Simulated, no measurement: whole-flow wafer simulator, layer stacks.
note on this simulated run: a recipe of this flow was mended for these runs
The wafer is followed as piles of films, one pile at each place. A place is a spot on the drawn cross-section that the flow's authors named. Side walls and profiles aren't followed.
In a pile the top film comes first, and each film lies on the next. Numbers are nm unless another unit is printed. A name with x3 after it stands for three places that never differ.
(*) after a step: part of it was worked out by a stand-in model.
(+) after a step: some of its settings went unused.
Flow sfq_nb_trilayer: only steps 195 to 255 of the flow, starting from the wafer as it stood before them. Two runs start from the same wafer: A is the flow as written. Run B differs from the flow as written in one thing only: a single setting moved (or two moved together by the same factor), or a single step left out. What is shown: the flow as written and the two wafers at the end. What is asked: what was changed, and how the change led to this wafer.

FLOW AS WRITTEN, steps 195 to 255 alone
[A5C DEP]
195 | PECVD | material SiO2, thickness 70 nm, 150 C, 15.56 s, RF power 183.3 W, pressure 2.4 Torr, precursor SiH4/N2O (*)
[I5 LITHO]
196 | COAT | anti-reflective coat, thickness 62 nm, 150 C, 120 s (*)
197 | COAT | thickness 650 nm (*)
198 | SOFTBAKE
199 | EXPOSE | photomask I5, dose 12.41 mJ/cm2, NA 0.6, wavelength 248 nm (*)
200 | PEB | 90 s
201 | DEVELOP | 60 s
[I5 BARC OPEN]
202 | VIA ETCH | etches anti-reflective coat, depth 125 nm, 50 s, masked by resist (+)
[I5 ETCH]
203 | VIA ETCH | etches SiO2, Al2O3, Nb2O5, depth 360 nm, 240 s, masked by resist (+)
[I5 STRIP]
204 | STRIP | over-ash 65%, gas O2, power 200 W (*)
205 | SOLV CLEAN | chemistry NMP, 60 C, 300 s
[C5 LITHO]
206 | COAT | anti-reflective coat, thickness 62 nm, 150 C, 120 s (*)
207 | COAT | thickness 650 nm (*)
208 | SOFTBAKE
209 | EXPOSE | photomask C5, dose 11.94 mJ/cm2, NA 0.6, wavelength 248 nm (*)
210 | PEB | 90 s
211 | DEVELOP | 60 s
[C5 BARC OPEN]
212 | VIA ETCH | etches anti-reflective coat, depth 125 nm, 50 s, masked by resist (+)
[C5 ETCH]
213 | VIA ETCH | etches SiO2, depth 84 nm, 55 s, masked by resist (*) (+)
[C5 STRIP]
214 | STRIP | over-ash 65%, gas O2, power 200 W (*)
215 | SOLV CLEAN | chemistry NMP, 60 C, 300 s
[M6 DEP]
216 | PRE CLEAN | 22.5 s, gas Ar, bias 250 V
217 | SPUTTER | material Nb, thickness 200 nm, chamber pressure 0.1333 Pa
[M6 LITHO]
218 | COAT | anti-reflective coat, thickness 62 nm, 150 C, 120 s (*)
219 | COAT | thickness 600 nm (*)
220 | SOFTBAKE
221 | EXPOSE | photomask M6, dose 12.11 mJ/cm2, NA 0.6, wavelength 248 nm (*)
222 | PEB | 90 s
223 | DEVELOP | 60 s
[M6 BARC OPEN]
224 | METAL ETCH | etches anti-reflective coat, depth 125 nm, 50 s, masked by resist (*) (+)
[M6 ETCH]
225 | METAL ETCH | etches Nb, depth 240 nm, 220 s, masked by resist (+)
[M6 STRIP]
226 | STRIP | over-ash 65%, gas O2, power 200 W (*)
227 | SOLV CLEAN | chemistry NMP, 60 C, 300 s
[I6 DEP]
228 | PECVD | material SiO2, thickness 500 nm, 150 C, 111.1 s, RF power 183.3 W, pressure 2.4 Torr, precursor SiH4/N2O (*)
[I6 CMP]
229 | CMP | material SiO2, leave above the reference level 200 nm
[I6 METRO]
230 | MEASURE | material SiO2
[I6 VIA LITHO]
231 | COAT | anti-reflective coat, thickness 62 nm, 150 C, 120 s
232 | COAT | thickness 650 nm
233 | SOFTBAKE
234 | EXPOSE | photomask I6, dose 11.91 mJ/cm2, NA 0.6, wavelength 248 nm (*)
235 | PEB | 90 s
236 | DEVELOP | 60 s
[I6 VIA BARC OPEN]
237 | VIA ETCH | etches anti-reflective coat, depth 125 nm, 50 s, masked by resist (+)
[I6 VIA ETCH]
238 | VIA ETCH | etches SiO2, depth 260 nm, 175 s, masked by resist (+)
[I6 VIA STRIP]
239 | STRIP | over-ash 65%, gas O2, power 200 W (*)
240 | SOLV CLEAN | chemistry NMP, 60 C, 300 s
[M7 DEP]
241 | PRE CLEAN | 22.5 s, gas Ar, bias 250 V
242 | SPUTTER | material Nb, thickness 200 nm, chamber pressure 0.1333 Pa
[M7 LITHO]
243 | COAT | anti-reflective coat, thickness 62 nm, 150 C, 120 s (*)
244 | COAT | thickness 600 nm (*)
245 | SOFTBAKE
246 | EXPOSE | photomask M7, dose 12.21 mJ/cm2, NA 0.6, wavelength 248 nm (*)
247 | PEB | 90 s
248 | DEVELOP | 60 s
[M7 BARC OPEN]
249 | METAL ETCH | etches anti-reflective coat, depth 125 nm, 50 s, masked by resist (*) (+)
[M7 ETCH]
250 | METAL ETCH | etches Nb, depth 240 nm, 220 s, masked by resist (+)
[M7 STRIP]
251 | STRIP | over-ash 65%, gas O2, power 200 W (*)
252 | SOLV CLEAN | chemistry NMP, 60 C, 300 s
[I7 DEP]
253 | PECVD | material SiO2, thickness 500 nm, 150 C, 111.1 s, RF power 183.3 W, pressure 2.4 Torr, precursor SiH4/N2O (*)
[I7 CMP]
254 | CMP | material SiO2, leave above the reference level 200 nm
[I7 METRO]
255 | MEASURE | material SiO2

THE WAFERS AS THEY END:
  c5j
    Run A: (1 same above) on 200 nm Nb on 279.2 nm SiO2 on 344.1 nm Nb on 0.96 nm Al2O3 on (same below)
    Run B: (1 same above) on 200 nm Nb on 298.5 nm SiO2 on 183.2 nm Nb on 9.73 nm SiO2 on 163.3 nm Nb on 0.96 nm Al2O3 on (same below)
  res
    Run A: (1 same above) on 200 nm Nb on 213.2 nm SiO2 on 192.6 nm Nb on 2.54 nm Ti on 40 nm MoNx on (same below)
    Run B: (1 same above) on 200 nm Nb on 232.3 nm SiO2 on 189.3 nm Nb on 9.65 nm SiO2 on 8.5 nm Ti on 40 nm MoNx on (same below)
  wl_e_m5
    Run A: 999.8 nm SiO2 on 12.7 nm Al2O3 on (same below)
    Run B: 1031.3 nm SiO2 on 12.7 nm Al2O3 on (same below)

Cause: step 195, PECVD: 22.56 s was run, whereas the flow has 15.56 s.

Step by step, how the change led to this:
  195 | PECVD | material SiO2, thickness 70 nm, 150 C, 15.56 s, RF power 183.3 W, pressure 2.4 Torr, precursor SiH4/N2O (*)
      field_l, v_sur, via_wl and 92 more: A +70 SiO2 | B +101.5 SiO2
      ce_l, c5j, ce_r and 8 more: A +70 SiO2 (new film) | B +101.5 SiO2 (new film)
  196 | COAT | anti-reflective coat, thickness 62 nm, 150 C, 120 s (*)
      r5r_line_l, r5r_line_c, r5r_line_r: A +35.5 anti-reflective coat (new film) | B +36.6 anti-reflective coat (new film)
  203 | VIA ETCH | etches SiO2, Al2O3, Nb2O5, depth 360 nm, 240 s, masked by resist (+)
      be: A -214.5 SiO2 (all of it), -12.7 Al2O3 (all of it), -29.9 Nb2O5 (all of it), -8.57 Nb | B -246 SiO2 (all of it), -12.7 Al2O3 (all of it), -29.9 Nb2O5 (all of it), -5.95 Nb
  204 | STRIP | over-ash 65%, gas O2, power 200 W (*)
      r5r_line_l, r5r_line_c, r5r_line_r: A -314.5 KrF-resist-other-grade (all of it), -35.5 anti-reflective coat (all of it) | B -314.5 KrF-resist-other-grade (all of it), -36.6 anti-reflective coat (all of it)
  206 | COAT | anti-reflective coat, thickness 62 nm, 150 C, 120 s (*)
      r5r_line_l, r5r_line_c, r5r_line_r: A +35.5 anti-reflective coat (new film) | B +36.6 anti-reflective coat (new film)
      be: A +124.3 anti-reflective coat (new film) | B +128.6 anti-reflective coat (new film)
  207 | COAT | thickness 650 nm (*)
      be: A +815 KrF-resist-other-grade (new film) | B +835.9 KrF-resist-other-grade (new film)
  213 | VIA ETCH | etches SiO2, depth 84 nm, 55 s, masked by resist (*) (+)
      c5j: A -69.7 SiO2 (all of it), -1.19 Nb | B -84 SiO2
      res: A -69.7 SiO2 (all of it), -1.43 Ti | B -84 SiO2
  214 | STRIP | over-ash 65%, gas O2, power 200 W (*)
      r5r_line_l, r5r_line_c, r5r_line_r: A -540 KrF-resist-other-grade (all of it), -35.5 anti-reflective coat (all of it) | B -540.1 KrF-resist-other-grade (all of it), -36.6 anti-reflective coat (all of it)
      be: A -705.8 KrF-resist-other-grade (all of it), -124.3 anti-reflective coat (all of it) | B -726.6 KrF-resist-other-grade (all of it), -128.6 anti-reflective coat (all of it)
  216 | PRE CLEAN | 22.5 s, gas Ar, bias 250 V
      c5j: A -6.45 Nb | B -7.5 SiO2
      res: A -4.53 Ti | B -7.5 SiO2
  217 | SPUTTER | material Nb, thickness 200 nm, chamber pressure 0.1333 Pa
      c5j: A +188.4 Nb | B +183.2 Nb (new film)
      be: A +145.8 Nb | B +139.4 Nb
  218 | COAT | anti-reflective coat, thickness 62 nm, 150 C, 120 s (*)
      be: A +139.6 anti-reflective coat (new film) | B +144.9 anti-reflective coat (new film)
      jj_sur: A +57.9 anti-reflective coat (new film) | B +55 anti-reflective coat (new film)
      (as well as at 7 more places)
  219 | COAT | thickness 600 nm (*)
      be: A +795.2 KrF-resist-other-grade (new film) | B +827 KrF-resist-other-grade (new film)
  226 | STRIP | over-ash 65%, gas O2, power 200 W (*)
      be: A -559.4 KrF-resist-other-grade (all of it), -139.6 anti-reflective coat (all of it) | B -591 KrF-resist-other-grade (all of it), -144.9 anti-reflective coat (all of it)
      jj_sur: A -361.7 KrF-resist-other-grade (all of it), -57.9 anti-reflective coat (all of it) | B -363.5 KrF-resist-other-grade (all of it), -55 anti-reflective coat (all of it)
      (as well as at 7 more places)
  228 | PECVD | material SiO2, thickness 500 nm, 150 C, 111.1 s, RF power 183.3 W, pressure 2.4 Torr, precursor SiH4/N2O (*)
      be: A +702 SiO2 (new film) | B +292.2 SiO2 (new film), +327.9 void (new film), +234.3 SiO2 (new film)
      c5j: A +514.7 SiO2 (new film) | B +534 SiO2 (new film)
  229 | CMP | material SiO2, leave above the reference level 200 nm
      be: A -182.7 SiO2 | B -292.2 SiO2 (all of it), -327.9 void (all of it)
      res: A -279.3 SiO2 | B -260.2 SiO2
  231 | COAT | anti-reflective coat, thickness 62 nm, 150 C, 120 s
      via_wr: A +62 anti-reflective coat (new film) | B +63.8 anti-reflective coat (new film)
      via_sp: A +62 anti-reflective coat (new film) | B +68.1 anti-reflective coat (new film)
      (as well as at 8 more places)
  ... 11 further steps ...
  254 | CMP | material SiO2, leave above the reference level 200 nm
      be: A -300 SiO2 | B nothing
With metal films that touch counted as one body, c5j has 5 bodies (between them, from the top down: SiO2 298.5; SiO2 9.73; Al2O3 0.96; SiO2 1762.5); the flow as written gives 4 bodies (between them, from the top down: SiO2 279.2; Al2O3 0.96; SiO2 1762.5).
With metal films that touch counted as one body, res has 4 bodies (between them, from the top down: SiO2 232.3; SiO2 9.65; SiO2 2090.9); the flow as written gives 3 bodies (between them, from the top down: SiO2 213.2; SiO2 2090.9).
